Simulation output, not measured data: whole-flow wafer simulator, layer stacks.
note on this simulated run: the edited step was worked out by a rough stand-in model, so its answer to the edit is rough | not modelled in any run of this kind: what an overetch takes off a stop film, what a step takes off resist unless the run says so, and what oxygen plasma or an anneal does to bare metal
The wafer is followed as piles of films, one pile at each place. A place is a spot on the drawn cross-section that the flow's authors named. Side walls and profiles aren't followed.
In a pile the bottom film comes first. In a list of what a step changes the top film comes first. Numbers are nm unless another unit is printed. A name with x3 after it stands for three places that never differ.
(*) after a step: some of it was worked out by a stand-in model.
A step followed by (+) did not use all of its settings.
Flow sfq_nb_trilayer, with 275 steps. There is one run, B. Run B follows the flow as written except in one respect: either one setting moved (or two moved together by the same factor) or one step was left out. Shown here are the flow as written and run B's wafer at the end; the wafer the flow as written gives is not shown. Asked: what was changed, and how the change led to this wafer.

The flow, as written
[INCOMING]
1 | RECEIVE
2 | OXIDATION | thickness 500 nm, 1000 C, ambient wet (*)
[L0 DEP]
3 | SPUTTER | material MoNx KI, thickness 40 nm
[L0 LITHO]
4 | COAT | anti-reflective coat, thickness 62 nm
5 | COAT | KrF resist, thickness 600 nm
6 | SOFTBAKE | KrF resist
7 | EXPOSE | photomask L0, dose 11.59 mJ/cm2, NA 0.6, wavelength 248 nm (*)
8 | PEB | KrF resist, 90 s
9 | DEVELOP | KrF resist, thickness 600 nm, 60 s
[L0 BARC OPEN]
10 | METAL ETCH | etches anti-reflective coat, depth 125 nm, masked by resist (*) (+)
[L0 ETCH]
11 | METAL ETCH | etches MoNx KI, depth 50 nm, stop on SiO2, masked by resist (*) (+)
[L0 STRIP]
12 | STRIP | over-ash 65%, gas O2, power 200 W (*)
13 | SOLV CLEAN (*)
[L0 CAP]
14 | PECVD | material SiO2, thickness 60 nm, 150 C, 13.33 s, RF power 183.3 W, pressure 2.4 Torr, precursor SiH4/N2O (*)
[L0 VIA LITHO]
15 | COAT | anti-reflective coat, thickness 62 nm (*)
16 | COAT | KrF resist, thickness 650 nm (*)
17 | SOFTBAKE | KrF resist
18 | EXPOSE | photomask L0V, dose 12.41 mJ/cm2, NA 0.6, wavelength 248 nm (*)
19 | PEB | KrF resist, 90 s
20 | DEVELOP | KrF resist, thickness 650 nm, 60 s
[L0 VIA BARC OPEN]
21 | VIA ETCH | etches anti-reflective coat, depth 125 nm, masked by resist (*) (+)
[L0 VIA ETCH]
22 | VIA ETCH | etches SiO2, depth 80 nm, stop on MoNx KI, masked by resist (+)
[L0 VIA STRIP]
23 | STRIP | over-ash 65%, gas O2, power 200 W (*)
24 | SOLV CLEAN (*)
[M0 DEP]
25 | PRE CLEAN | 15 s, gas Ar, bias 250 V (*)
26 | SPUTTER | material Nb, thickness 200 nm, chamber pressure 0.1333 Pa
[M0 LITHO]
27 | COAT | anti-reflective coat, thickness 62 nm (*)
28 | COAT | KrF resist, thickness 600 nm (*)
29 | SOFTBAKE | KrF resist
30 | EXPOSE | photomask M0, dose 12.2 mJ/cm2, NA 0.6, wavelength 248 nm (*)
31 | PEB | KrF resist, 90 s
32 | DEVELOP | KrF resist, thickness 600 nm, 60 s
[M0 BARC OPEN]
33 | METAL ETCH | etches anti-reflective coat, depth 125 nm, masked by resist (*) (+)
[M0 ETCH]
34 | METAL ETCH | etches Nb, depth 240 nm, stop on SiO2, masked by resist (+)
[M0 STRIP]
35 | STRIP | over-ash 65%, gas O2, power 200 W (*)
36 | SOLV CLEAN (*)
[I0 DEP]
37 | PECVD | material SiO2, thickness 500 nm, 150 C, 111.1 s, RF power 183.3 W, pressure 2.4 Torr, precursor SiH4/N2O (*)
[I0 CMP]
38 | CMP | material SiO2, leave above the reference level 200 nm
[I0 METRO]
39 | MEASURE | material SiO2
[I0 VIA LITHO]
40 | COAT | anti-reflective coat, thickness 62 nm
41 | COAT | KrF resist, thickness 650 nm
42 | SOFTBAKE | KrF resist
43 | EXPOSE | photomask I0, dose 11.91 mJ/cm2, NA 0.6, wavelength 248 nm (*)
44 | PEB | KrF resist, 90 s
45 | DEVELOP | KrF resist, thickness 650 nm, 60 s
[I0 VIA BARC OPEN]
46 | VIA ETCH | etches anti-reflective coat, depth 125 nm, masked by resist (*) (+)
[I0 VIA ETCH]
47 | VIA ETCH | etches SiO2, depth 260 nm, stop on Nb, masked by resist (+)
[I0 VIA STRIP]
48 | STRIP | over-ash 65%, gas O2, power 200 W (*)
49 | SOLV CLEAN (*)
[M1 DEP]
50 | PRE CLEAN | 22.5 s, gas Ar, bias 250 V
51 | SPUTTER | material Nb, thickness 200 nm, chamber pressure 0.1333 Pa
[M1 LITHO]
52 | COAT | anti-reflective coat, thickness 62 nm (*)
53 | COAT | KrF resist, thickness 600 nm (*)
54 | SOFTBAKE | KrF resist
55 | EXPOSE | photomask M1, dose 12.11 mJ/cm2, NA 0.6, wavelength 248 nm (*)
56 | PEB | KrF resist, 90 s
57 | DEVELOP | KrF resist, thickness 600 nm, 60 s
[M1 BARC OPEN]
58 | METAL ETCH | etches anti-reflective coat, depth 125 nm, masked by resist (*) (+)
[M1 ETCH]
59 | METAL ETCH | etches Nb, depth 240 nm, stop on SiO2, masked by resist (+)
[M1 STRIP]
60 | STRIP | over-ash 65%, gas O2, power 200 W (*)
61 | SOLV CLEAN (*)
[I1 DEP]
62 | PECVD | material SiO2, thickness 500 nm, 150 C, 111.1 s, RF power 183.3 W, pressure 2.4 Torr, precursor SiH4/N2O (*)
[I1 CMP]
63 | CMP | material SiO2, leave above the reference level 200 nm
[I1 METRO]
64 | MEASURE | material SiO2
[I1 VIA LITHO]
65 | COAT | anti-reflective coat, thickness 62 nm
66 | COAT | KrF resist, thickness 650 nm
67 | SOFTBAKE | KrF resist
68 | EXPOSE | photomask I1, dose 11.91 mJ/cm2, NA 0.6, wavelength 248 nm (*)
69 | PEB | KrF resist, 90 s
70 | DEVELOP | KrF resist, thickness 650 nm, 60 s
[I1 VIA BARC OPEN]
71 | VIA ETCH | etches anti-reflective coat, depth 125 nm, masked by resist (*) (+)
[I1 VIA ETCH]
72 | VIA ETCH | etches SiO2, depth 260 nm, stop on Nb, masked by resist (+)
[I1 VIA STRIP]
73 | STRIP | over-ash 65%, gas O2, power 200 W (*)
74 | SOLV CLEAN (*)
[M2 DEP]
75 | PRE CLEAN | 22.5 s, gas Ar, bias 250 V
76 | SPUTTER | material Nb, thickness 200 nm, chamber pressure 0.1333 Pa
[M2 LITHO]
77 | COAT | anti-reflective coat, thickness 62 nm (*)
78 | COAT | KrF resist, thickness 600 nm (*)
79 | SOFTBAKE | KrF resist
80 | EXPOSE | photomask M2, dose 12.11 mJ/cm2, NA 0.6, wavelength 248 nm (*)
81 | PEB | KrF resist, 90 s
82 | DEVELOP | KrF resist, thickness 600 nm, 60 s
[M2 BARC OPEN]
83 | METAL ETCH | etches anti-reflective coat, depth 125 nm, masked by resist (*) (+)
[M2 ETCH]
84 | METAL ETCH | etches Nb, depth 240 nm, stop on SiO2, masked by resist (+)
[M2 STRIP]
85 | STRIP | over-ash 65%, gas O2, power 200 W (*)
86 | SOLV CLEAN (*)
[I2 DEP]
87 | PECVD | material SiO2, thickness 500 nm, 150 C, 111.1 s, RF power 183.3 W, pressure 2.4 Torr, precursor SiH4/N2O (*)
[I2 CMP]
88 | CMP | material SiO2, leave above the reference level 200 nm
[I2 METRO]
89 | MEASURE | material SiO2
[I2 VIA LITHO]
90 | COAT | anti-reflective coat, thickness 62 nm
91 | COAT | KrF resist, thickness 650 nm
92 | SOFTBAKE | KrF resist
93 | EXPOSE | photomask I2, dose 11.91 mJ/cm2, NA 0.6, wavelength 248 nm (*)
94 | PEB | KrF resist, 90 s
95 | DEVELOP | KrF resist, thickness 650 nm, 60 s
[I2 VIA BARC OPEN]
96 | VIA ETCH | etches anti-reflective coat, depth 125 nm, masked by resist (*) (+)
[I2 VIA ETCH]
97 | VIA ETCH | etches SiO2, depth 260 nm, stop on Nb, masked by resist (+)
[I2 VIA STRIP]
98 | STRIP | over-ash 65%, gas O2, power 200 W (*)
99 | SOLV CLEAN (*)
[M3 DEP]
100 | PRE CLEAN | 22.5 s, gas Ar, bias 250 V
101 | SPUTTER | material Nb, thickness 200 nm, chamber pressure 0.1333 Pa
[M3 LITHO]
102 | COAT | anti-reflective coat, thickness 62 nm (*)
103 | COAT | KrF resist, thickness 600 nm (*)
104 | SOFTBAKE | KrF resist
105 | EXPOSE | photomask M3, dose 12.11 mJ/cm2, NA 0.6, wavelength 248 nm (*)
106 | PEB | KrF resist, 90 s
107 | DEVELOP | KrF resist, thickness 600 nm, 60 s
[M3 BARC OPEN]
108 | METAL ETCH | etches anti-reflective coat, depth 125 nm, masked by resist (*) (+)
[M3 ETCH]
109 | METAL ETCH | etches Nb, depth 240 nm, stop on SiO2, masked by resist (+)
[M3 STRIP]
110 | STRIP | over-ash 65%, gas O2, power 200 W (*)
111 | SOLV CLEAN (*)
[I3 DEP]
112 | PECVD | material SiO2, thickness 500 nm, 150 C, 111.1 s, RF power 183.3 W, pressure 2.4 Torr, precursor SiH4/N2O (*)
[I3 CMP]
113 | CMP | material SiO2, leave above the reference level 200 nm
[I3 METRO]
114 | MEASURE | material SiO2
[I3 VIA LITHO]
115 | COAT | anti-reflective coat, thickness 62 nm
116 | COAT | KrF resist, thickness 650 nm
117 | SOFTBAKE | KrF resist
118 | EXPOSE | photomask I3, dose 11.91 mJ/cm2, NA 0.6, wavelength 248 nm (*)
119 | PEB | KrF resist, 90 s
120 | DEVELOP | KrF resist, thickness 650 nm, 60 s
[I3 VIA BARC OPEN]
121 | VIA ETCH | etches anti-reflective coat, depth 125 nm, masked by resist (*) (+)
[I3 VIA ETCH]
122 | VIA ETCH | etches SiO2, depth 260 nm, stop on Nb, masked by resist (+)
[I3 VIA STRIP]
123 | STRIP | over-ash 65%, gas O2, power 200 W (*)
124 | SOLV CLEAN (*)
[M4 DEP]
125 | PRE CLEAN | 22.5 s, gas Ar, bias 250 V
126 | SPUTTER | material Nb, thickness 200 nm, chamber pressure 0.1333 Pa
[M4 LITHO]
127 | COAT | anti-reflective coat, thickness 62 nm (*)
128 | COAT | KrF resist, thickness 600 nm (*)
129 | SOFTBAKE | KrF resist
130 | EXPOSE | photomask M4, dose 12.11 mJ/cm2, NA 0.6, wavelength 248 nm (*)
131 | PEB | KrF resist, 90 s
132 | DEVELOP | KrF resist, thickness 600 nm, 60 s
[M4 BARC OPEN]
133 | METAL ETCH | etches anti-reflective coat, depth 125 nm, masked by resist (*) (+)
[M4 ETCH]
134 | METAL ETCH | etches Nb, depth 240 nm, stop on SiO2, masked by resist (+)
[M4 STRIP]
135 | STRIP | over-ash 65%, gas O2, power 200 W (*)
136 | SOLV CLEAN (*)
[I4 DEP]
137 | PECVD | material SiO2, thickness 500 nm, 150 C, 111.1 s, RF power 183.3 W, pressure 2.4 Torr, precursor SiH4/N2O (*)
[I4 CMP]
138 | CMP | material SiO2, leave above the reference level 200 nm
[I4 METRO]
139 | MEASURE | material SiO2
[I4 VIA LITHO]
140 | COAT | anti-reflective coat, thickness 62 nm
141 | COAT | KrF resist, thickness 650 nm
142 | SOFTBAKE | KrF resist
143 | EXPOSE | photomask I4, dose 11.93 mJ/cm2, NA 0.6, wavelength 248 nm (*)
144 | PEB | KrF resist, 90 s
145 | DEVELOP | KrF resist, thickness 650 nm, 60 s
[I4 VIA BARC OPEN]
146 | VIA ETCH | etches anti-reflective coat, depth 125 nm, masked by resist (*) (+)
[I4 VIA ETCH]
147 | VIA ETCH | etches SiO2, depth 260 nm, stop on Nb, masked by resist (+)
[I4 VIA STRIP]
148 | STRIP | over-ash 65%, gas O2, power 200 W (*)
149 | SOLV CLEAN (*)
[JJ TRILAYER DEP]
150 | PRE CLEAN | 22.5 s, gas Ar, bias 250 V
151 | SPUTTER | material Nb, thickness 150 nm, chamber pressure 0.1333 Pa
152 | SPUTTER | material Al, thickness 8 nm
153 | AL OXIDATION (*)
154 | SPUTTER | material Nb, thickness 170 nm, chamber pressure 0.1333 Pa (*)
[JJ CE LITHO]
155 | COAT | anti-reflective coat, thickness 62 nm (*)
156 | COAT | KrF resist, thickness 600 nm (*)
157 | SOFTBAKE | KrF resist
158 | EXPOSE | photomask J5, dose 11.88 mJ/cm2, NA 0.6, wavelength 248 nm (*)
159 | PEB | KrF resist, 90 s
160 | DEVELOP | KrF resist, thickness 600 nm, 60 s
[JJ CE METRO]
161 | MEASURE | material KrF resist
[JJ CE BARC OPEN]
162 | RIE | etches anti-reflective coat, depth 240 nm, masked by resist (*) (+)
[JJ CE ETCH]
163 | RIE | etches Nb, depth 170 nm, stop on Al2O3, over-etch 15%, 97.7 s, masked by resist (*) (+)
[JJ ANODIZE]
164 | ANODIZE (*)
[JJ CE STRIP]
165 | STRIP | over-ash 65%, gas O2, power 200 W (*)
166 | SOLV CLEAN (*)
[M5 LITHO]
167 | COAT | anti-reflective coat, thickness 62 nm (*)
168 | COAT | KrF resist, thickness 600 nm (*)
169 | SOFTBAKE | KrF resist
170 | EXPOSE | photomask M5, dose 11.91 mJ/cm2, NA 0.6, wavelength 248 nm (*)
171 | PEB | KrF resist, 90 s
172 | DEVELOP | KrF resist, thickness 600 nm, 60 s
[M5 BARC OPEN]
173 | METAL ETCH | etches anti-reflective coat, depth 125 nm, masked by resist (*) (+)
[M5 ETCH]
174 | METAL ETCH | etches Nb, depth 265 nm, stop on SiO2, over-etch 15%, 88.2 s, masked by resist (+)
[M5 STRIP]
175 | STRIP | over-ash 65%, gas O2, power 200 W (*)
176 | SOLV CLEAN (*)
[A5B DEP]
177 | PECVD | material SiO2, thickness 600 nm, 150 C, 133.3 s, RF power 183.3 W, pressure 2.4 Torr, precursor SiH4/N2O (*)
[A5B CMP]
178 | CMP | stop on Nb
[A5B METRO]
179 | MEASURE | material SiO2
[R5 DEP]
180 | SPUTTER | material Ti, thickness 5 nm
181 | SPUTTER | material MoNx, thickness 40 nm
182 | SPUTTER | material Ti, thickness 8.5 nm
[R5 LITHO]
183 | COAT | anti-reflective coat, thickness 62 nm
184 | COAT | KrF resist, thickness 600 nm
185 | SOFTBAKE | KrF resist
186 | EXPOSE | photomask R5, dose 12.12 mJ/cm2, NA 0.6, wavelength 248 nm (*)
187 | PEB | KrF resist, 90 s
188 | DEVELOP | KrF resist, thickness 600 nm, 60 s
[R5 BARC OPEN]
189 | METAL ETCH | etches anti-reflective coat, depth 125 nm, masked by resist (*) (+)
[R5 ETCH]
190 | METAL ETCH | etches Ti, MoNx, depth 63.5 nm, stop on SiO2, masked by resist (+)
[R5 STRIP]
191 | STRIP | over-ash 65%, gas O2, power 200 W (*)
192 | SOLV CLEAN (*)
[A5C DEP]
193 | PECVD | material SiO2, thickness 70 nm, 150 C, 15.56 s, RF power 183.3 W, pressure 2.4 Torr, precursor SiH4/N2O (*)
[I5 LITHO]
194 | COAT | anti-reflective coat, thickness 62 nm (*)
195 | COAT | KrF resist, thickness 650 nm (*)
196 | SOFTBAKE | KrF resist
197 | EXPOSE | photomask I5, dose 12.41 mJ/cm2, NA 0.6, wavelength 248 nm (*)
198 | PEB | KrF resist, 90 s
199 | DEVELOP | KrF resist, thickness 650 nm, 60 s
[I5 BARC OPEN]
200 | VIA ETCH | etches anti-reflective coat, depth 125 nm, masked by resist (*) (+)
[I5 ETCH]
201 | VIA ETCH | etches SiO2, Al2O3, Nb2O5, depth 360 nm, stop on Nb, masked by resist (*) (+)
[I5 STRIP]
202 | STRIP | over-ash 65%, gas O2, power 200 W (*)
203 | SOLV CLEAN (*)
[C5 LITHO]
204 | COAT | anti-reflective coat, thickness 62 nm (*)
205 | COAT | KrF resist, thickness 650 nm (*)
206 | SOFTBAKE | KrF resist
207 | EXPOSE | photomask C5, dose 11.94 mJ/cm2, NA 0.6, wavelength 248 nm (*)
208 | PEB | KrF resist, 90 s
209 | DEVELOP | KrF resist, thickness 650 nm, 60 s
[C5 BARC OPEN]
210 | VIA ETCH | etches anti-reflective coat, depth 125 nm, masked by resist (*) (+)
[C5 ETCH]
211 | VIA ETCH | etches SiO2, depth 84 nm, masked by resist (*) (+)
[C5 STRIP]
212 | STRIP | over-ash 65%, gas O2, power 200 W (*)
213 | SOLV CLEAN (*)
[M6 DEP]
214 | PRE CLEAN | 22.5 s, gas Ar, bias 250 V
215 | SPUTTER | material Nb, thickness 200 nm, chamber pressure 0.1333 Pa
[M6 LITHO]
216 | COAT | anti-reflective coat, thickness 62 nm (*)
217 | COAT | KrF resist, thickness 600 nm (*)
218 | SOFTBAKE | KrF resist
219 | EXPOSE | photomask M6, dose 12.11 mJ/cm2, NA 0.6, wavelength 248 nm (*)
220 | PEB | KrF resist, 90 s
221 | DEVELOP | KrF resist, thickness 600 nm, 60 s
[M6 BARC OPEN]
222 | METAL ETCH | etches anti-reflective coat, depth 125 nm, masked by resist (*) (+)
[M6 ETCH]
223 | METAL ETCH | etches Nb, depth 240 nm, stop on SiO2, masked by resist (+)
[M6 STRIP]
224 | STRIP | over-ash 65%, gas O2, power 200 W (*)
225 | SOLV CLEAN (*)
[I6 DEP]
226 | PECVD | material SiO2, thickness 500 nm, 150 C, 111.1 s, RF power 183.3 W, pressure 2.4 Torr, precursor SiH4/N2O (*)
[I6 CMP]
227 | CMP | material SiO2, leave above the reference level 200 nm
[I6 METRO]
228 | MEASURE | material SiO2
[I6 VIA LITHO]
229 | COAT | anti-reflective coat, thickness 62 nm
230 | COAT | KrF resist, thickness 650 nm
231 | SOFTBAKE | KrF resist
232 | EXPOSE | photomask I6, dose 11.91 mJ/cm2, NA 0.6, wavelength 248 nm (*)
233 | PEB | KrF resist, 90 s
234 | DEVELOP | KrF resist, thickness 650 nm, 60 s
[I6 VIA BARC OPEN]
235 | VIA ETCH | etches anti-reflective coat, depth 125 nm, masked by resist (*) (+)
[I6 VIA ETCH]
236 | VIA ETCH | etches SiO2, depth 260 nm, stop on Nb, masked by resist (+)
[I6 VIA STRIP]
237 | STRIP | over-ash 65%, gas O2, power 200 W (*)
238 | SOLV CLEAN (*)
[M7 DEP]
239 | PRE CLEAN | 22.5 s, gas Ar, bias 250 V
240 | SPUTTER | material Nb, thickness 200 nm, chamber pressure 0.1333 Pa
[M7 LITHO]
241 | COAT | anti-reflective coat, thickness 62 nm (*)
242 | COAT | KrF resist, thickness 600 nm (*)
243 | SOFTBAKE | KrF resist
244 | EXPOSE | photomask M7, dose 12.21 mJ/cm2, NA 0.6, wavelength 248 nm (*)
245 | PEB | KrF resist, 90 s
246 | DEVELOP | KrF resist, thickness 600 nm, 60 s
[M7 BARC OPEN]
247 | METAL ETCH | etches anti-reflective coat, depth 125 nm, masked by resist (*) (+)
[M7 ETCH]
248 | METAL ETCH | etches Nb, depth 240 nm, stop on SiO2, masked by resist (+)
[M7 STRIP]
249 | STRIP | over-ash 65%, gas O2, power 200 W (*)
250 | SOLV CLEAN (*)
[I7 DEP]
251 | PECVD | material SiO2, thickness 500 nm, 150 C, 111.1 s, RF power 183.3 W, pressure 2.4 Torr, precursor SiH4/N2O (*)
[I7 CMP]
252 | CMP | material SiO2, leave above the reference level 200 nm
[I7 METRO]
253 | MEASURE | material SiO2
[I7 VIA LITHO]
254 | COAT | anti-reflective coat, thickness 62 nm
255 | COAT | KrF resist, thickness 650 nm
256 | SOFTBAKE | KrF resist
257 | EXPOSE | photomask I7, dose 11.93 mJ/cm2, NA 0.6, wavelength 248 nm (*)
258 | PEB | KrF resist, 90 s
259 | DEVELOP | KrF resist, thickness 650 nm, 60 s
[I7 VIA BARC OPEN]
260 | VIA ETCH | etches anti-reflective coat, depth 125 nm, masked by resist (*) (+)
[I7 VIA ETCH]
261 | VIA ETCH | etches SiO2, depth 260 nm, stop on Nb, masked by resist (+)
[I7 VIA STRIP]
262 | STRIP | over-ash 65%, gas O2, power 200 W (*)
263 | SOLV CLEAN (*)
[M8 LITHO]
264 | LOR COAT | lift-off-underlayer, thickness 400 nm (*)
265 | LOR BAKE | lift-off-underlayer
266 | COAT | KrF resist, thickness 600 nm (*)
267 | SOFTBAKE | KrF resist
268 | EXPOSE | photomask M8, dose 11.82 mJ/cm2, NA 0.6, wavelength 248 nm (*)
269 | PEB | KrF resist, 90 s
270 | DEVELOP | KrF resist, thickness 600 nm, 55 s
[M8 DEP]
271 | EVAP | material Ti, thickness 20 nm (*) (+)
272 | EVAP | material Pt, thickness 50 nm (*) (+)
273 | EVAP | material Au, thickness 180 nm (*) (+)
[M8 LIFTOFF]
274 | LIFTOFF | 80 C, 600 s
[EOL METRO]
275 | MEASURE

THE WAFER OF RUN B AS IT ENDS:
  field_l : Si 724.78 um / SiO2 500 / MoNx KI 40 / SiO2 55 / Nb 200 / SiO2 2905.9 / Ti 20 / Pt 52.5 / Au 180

Cause: step 272, EVAP: thickness 52.5 nm was run, whereas the flow has thickness 50 nm.
The wafer lets one read it off: field_l has Pt 52.5, and step 272 as written asks for 50 nm.

How this came from the change, step by step:
  272 | EVAP | material Pt, thickness 50 nm (*) (+)
      field_l, v_sur, via_wl and 103 more: +52.5 Pt (new film) (it would be, as written: +50 Pt (new film))
  274 | LIFTOFF | 80 C, 600 s
      p4_fl, p4_fm, p4_w1 and 71 more: -180 Au (all of it), -52.5 Pt (all of it), -20 Ti (all of it), -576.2 KrF resist (all of it), -400 lift-off-underlayer (all of it) (it would be, as written: -180 Au (all of it), -50 Pt (all of it), -20 Ti (all of it), -576.2 KrF resist (all of it), -400 lift-off-underlayer (all of it))
      c5j, ce_r: -180 Au (all of it), -52.5 Pt (all of it), -20 Ti (all of it), -573.3 KrF resist (all of it), -399.3 lift-off-underlayer (all of it) (it would be, as written: -180 Au (all of it), -50 Pt (all of it), -20 Ti (all of it), -573.3 KrF resist (all of it), -399.3 lift-off-underlayer (all of it))
      (and at 19 other places as well)
